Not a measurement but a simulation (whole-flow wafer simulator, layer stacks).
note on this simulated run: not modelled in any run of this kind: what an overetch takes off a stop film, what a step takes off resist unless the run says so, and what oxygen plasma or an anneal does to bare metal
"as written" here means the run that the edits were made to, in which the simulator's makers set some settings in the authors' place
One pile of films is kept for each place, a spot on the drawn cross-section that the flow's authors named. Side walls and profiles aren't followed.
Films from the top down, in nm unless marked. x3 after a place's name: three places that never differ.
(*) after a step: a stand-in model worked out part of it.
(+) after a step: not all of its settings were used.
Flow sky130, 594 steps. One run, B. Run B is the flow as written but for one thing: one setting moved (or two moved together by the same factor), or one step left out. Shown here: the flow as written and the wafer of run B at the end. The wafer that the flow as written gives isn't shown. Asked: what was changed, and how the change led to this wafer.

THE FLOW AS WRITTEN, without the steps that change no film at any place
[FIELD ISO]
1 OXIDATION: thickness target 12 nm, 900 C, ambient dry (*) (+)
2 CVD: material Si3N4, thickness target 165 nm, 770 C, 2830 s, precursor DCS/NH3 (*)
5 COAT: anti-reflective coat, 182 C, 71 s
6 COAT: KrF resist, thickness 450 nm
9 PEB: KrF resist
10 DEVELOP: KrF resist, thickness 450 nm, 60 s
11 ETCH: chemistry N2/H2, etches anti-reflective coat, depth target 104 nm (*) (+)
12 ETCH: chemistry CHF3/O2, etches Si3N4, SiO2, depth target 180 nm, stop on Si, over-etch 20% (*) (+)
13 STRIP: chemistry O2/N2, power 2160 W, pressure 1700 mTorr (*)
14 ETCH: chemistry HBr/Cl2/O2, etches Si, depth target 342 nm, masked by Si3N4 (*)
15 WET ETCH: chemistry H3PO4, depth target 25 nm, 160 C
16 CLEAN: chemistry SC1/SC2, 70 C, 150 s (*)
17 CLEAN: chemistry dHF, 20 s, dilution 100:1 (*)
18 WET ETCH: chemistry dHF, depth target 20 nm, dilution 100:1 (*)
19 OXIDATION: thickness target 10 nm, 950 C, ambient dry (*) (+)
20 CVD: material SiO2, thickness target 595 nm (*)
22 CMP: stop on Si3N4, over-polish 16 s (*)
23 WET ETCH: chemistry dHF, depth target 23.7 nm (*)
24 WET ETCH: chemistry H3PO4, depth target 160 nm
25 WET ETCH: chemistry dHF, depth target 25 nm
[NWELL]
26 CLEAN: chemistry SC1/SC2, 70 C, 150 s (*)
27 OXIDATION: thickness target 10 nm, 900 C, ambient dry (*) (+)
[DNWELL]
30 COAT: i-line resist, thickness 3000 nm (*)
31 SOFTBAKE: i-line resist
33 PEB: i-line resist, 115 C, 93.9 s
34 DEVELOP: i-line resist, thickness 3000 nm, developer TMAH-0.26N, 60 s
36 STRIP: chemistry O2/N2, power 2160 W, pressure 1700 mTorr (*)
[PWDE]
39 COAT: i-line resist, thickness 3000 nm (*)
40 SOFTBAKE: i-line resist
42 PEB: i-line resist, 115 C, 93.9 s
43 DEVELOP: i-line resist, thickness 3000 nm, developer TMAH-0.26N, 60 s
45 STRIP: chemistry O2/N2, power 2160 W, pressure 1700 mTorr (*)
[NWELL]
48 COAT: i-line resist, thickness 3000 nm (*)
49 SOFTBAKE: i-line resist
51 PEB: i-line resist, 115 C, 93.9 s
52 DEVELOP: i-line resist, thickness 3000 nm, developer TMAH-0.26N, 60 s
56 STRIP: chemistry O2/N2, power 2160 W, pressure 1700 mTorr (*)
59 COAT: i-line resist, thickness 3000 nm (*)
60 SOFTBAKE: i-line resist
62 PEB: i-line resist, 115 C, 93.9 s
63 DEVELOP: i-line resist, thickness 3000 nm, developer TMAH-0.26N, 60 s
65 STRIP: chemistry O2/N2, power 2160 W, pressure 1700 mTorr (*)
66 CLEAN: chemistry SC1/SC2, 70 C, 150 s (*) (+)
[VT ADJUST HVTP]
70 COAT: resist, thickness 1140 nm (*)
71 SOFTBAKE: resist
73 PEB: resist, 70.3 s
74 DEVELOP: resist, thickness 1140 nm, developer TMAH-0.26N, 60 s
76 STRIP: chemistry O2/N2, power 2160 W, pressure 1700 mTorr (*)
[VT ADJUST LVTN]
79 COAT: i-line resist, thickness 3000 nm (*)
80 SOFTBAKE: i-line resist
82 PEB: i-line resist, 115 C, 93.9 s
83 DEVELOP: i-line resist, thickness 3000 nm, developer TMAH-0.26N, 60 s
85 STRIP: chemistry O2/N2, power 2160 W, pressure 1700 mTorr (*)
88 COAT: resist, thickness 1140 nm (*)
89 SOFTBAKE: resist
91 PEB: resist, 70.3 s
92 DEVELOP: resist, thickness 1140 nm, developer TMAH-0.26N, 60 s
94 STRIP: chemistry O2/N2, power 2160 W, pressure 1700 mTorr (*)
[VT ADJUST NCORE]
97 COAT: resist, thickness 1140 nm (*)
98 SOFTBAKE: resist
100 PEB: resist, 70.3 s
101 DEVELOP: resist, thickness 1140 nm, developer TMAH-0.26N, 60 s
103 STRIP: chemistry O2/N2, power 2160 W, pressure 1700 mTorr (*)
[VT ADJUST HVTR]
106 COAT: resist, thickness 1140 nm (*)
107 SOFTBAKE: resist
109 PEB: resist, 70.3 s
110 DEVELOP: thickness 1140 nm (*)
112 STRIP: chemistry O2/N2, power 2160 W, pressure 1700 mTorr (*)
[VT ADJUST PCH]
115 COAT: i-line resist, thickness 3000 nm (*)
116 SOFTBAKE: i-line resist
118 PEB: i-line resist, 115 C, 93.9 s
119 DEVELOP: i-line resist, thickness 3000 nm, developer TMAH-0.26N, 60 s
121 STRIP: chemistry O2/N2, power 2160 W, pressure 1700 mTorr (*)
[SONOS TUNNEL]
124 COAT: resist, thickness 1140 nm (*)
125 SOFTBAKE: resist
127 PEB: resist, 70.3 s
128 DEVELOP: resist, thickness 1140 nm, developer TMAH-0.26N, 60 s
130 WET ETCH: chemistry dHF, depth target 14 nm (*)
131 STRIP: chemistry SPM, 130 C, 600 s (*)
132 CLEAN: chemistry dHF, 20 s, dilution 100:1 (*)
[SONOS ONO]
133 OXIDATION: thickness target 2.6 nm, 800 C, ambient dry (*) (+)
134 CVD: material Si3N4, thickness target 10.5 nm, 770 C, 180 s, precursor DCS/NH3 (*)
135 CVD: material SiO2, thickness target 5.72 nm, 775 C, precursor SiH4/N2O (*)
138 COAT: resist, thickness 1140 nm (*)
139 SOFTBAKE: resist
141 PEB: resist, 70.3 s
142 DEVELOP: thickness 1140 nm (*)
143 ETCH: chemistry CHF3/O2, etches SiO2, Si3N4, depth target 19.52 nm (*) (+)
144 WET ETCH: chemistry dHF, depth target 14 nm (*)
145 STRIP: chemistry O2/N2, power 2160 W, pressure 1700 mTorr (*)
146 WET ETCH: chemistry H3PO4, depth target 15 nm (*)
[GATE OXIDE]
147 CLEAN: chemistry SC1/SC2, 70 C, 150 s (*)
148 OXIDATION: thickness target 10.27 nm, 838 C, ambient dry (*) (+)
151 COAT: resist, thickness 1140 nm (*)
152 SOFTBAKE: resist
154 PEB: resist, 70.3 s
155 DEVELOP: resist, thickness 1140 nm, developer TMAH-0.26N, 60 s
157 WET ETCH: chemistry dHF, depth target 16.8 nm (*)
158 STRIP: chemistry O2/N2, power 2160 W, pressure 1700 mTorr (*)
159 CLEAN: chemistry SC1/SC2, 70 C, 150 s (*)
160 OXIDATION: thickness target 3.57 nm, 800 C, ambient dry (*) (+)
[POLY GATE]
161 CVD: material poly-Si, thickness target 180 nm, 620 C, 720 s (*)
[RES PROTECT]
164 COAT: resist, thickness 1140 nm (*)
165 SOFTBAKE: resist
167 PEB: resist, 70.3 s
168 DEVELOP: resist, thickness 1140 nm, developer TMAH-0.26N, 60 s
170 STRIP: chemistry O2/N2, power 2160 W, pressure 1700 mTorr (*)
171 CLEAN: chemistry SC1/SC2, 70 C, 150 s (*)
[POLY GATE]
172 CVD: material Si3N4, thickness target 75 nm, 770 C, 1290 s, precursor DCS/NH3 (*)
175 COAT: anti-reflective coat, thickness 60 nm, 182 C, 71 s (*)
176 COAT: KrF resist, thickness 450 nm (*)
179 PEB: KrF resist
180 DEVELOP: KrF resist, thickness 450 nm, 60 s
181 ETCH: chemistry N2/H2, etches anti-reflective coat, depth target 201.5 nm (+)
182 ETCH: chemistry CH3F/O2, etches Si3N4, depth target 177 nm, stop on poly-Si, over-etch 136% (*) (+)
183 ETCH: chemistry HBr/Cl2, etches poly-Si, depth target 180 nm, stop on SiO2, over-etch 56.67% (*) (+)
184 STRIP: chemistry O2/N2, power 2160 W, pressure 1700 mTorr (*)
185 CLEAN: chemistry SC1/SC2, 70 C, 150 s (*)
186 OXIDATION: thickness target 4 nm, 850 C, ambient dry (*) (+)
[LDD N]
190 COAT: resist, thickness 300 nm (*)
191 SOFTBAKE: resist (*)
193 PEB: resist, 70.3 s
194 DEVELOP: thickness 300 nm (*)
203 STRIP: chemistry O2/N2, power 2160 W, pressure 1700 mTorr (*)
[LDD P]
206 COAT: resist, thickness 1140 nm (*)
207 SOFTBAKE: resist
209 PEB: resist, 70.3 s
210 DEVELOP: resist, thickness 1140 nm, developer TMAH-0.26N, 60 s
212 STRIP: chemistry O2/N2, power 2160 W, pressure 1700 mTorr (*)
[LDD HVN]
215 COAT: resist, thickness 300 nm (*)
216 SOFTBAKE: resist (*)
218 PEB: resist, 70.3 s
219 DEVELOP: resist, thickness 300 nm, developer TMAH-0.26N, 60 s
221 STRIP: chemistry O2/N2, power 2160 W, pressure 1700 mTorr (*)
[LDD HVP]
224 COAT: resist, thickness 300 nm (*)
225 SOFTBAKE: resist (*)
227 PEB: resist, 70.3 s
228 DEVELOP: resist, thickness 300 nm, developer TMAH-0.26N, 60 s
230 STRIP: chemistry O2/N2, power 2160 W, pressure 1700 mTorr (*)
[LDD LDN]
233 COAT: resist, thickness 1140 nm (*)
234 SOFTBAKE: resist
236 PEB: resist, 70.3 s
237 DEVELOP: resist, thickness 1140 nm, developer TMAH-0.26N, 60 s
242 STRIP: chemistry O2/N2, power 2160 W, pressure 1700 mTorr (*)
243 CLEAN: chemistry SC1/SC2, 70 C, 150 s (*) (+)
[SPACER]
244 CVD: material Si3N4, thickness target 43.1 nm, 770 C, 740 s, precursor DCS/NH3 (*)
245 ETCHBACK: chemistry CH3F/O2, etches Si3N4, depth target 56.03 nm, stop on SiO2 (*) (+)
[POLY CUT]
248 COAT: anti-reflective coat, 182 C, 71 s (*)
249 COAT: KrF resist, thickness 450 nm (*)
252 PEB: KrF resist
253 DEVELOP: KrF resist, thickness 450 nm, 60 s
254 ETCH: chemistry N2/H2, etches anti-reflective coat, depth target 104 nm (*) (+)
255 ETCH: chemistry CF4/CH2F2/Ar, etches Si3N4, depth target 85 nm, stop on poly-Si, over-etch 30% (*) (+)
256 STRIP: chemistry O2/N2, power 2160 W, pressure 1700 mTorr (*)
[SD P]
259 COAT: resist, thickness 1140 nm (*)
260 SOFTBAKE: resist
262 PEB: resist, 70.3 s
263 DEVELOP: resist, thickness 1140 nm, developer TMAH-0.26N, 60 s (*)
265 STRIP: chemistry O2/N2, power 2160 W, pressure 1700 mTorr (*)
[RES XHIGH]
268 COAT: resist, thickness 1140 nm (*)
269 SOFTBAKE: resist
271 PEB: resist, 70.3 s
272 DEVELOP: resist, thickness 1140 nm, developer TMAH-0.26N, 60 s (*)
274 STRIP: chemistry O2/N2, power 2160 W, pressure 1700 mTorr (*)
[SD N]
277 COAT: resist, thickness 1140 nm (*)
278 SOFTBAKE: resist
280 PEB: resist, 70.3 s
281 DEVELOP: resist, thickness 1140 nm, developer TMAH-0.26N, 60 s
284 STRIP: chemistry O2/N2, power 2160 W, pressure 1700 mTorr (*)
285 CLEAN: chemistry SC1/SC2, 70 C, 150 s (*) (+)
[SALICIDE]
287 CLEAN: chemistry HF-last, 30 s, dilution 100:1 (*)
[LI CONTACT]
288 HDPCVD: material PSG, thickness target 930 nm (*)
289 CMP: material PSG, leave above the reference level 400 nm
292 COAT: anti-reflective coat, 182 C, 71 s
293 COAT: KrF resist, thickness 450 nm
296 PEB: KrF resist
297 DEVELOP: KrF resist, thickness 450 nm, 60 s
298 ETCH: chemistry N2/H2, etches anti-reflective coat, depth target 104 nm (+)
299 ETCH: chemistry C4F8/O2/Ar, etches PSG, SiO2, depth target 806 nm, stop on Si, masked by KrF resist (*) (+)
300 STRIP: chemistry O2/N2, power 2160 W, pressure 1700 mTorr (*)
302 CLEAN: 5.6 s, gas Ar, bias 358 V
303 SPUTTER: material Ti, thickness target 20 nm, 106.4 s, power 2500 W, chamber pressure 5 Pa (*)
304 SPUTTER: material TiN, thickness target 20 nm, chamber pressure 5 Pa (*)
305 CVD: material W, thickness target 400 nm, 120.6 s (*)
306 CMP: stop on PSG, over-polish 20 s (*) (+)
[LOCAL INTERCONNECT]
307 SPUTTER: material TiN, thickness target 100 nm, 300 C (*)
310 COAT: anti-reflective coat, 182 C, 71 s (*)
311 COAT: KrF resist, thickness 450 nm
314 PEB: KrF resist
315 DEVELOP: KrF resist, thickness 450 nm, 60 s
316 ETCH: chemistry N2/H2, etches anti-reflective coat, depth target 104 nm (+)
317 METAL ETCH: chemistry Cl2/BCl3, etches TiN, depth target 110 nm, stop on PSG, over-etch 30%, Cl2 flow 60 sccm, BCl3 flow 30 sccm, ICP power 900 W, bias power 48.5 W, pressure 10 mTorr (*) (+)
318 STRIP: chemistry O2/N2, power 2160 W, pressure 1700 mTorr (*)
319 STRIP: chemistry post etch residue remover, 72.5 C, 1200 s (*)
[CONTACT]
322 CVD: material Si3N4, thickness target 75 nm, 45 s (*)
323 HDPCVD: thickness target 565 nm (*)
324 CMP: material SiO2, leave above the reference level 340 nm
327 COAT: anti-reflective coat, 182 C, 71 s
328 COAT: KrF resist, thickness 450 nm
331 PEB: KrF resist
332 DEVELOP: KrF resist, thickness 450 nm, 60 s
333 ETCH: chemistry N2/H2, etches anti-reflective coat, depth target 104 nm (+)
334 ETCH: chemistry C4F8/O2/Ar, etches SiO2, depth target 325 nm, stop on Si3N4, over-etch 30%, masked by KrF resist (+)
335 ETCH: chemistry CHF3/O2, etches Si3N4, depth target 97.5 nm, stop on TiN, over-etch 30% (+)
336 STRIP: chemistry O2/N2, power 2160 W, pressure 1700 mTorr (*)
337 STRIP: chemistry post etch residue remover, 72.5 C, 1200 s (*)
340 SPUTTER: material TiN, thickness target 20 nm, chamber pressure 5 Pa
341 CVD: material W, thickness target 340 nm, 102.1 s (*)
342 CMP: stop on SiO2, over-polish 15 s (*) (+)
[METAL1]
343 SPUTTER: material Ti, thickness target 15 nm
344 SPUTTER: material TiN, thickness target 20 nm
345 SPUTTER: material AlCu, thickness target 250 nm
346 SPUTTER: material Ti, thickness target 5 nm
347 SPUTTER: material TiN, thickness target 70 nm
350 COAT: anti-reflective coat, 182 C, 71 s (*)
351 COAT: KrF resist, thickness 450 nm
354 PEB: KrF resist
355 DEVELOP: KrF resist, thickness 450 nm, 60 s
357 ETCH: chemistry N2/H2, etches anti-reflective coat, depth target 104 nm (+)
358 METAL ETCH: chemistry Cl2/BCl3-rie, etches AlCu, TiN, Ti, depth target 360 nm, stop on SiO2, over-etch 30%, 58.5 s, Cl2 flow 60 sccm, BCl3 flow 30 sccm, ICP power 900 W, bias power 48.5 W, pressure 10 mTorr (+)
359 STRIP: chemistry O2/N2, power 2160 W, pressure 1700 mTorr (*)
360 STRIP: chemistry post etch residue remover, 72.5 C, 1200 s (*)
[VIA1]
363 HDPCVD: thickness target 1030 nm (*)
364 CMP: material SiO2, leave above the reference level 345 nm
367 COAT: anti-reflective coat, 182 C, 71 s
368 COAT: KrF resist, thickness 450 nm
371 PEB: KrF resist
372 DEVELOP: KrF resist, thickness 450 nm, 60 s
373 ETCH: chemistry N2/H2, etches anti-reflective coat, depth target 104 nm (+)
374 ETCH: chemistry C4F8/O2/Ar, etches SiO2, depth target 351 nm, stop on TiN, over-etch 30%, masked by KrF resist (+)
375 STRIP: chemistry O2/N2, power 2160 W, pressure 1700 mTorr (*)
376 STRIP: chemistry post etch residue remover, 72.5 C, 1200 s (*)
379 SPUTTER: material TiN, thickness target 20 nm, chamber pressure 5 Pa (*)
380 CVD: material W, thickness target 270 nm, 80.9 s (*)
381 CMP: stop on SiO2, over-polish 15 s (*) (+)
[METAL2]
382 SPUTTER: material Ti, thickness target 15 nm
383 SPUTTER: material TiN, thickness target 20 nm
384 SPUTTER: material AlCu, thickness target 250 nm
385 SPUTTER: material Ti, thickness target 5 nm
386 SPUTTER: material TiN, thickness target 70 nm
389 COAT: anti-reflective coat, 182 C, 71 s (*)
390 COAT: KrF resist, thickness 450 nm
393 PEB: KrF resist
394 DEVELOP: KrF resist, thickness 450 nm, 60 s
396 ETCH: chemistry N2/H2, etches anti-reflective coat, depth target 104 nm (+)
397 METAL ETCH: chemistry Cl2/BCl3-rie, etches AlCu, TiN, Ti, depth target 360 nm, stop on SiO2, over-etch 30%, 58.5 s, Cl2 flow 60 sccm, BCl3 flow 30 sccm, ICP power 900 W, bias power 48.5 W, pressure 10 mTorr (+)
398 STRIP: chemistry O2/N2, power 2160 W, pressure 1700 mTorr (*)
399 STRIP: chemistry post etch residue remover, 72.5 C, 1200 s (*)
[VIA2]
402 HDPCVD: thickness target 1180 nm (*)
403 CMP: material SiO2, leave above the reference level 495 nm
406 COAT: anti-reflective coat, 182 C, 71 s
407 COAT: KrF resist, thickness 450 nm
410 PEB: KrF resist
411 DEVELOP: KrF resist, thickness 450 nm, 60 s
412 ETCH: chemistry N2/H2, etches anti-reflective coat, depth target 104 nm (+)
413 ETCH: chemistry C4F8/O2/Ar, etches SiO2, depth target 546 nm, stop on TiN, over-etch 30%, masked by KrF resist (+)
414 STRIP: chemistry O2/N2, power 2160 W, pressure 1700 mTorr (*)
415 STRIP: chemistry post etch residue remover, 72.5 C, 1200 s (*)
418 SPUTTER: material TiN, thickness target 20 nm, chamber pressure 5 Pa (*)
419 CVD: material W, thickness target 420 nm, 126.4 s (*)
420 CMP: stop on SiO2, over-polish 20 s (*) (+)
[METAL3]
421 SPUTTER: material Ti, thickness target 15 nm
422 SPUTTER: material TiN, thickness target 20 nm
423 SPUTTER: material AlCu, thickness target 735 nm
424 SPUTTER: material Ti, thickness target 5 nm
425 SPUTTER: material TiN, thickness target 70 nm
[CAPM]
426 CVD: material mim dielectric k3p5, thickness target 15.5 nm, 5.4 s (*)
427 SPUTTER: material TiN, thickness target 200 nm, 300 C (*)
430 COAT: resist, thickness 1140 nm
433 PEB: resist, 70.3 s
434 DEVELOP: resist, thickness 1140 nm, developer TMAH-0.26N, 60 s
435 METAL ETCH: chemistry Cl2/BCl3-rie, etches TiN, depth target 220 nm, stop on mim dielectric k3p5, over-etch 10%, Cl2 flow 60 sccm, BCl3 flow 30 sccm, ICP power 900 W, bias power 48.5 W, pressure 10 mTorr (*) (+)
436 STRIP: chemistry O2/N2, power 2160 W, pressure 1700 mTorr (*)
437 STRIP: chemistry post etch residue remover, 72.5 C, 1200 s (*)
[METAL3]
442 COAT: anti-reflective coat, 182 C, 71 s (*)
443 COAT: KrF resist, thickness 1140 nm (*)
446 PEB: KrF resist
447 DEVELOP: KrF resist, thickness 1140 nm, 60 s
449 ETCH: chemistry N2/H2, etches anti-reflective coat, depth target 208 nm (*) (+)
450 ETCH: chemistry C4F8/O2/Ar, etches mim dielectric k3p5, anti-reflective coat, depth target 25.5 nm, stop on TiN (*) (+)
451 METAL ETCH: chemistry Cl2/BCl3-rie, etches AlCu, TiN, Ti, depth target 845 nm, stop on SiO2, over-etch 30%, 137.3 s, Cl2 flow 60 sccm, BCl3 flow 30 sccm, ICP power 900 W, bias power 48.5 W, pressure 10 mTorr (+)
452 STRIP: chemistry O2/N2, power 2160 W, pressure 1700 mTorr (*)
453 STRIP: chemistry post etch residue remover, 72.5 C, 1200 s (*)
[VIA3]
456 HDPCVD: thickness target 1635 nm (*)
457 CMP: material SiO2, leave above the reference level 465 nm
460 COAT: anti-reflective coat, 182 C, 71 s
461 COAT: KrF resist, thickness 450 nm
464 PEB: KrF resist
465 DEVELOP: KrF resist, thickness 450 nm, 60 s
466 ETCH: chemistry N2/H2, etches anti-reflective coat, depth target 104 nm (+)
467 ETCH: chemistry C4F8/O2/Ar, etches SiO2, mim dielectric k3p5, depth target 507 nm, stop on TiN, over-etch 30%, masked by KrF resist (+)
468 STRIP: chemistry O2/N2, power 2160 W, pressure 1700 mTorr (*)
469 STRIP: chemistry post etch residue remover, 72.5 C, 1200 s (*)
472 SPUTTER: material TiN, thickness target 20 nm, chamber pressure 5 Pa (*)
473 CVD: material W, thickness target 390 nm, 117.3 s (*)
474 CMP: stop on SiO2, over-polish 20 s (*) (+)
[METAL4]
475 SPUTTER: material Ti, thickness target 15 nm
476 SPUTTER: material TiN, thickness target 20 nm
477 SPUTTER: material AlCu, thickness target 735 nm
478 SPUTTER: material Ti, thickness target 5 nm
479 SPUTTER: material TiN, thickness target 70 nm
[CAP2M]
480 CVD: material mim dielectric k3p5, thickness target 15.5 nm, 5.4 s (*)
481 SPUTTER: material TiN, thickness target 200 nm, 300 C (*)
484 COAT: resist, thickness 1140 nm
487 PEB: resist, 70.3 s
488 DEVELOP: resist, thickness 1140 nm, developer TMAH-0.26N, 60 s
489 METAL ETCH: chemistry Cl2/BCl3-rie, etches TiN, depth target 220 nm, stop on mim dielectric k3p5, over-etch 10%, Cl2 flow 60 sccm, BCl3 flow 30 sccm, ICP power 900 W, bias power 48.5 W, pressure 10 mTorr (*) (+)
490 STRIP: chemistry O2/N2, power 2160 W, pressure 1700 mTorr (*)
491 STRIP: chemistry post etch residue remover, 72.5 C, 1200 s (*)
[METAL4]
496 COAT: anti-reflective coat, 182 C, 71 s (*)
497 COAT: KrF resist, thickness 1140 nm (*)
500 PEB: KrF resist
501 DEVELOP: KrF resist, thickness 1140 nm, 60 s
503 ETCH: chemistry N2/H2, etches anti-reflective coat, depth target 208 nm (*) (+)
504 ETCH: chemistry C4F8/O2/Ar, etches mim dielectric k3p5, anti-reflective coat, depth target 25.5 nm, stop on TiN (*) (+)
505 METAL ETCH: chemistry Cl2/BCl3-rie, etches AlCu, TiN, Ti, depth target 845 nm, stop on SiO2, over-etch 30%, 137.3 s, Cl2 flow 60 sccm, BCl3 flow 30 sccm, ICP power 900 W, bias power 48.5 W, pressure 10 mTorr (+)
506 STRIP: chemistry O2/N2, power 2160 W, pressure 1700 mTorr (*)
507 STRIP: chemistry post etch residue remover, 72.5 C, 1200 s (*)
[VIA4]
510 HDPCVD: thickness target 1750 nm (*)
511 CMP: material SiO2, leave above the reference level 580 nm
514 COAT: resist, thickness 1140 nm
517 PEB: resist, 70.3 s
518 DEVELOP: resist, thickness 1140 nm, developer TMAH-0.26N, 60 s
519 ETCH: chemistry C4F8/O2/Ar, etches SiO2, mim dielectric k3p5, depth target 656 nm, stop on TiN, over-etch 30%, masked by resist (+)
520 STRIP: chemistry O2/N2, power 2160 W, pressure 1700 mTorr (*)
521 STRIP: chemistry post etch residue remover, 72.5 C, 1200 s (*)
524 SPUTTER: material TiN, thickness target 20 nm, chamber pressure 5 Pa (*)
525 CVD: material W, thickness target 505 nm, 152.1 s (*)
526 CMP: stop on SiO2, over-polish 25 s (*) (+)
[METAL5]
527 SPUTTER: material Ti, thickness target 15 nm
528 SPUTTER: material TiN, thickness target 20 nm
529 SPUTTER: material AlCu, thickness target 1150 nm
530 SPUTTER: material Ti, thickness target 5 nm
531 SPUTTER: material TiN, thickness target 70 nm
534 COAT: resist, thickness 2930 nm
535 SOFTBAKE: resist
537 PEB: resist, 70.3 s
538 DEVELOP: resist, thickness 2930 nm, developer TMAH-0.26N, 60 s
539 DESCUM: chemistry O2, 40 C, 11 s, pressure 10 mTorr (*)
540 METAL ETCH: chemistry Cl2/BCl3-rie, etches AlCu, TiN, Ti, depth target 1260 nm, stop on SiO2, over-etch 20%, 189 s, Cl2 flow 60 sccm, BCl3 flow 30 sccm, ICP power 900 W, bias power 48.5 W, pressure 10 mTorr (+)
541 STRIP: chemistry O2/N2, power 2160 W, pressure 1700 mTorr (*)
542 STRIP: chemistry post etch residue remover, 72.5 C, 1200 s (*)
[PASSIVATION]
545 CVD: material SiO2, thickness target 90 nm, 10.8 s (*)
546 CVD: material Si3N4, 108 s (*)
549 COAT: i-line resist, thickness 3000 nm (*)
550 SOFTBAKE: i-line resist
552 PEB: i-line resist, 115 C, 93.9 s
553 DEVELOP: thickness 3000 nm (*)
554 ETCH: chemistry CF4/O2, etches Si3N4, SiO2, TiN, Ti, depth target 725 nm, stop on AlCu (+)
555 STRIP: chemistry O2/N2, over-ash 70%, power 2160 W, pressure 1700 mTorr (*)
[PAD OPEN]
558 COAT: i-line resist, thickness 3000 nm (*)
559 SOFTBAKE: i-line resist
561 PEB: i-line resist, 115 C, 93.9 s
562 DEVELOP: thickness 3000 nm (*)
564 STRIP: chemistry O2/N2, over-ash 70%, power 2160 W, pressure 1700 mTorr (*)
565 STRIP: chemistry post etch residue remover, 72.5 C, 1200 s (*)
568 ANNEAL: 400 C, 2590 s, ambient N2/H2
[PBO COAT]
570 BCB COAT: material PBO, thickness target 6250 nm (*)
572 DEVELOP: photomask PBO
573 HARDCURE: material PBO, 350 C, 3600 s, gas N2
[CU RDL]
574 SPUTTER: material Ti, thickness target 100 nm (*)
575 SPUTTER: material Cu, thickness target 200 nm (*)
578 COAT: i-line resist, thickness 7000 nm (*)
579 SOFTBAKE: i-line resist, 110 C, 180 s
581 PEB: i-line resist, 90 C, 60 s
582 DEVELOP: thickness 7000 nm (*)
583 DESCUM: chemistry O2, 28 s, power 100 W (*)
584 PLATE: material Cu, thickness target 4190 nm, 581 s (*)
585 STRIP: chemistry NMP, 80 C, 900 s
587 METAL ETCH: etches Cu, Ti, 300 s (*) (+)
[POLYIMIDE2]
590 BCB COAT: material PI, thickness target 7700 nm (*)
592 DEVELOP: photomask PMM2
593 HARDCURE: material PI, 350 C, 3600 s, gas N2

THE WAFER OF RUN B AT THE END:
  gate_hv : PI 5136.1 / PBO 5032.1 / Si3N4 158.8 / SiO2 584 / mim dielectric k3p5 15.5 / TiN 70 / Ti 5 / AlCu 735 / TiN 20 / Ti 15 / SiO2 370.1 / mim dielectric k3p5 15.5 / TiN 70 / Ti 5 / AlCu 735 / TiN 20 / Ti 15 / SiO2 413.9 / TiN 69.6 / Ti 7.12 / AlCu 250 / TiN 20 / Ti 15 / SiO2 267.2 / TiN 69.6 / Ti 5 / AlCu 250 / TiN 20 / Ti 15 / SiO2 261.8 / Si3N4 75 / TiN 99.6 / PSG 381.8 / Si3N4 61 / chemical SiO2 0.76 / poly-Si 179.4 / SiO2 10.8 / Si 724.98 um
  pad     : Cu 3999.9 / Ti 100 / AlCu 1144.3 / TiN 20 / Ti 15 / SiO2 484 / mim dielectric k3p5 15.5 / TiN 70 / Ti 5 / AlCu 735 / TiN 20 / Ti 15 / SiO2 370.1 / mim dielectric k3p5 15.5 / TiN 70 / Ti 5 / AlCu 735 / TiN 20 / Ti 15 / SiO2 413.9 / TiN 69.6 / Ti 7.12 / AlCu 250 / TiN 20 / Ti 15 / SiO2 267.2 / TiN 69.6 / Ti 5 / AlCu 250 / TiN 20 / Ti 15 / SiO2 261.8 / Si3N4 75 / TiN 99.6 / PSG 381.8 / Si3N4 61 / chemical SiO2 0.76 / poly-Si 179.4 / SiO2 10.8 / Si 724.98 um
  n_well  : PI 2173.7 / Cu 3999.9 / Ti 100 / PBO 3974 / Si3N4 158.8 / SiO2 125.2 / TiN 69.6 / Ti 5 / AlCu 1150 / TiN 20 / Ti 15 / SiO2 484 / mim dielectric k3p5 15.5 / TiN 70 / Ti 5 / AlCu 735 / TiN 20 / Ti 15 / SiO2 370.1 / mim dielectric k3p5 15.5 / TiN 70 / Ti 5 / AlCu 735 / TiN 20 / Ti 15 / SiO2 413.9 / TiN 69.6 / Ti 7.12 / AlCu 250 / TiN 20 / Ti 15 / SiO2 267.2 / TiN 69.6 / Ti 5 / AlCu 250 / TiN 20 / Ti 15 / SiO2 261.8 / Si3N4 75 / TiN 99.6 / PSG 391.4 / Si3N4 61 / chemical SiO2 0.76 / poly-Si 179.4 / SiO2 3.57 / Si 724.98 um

The cause: step 385, SPUTTER: thickness target 7.12 nm was run, where the flow has thickness target 5 nm.
It can be read off the wafer: gate_hv has Ti 7.12, and step 385 as written asks for 5 nm.

How the change led to this, step by step:
  385 SPUTTER: material Ti, thickness target 5 nm
      field, active, n_well and 188 more: Ti +7.12 (new film) (as written it would be: Ti +5 (new film))
  397 METAL ETCH: chemistry Cl2/BCl3-rie, etches AlCu, TiN, Ti, depth target 360 nm, stop on SiO2, over-etch 30%, 58.5 s, Cl2 flow 60 sccm, BCl3 flow 30 sccm, ICP power 900 W, bias power 48.5 W, pressure 10 mTorr (+)
      field, active, gate and 82 more: TiN -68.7 (all of it), Ti -7.12 (all of it), AlCu -250 (all of it), TiN -20 (all of it), Ti -15 (all of it), SiO2 -10.7 (as written it would be: TiN -68.7 (all of it), Ti -5 (all of it), AlCu -250 (all of it), TiN -20 (all of it), Ti -15 (all of it), SiO2 -10.9)
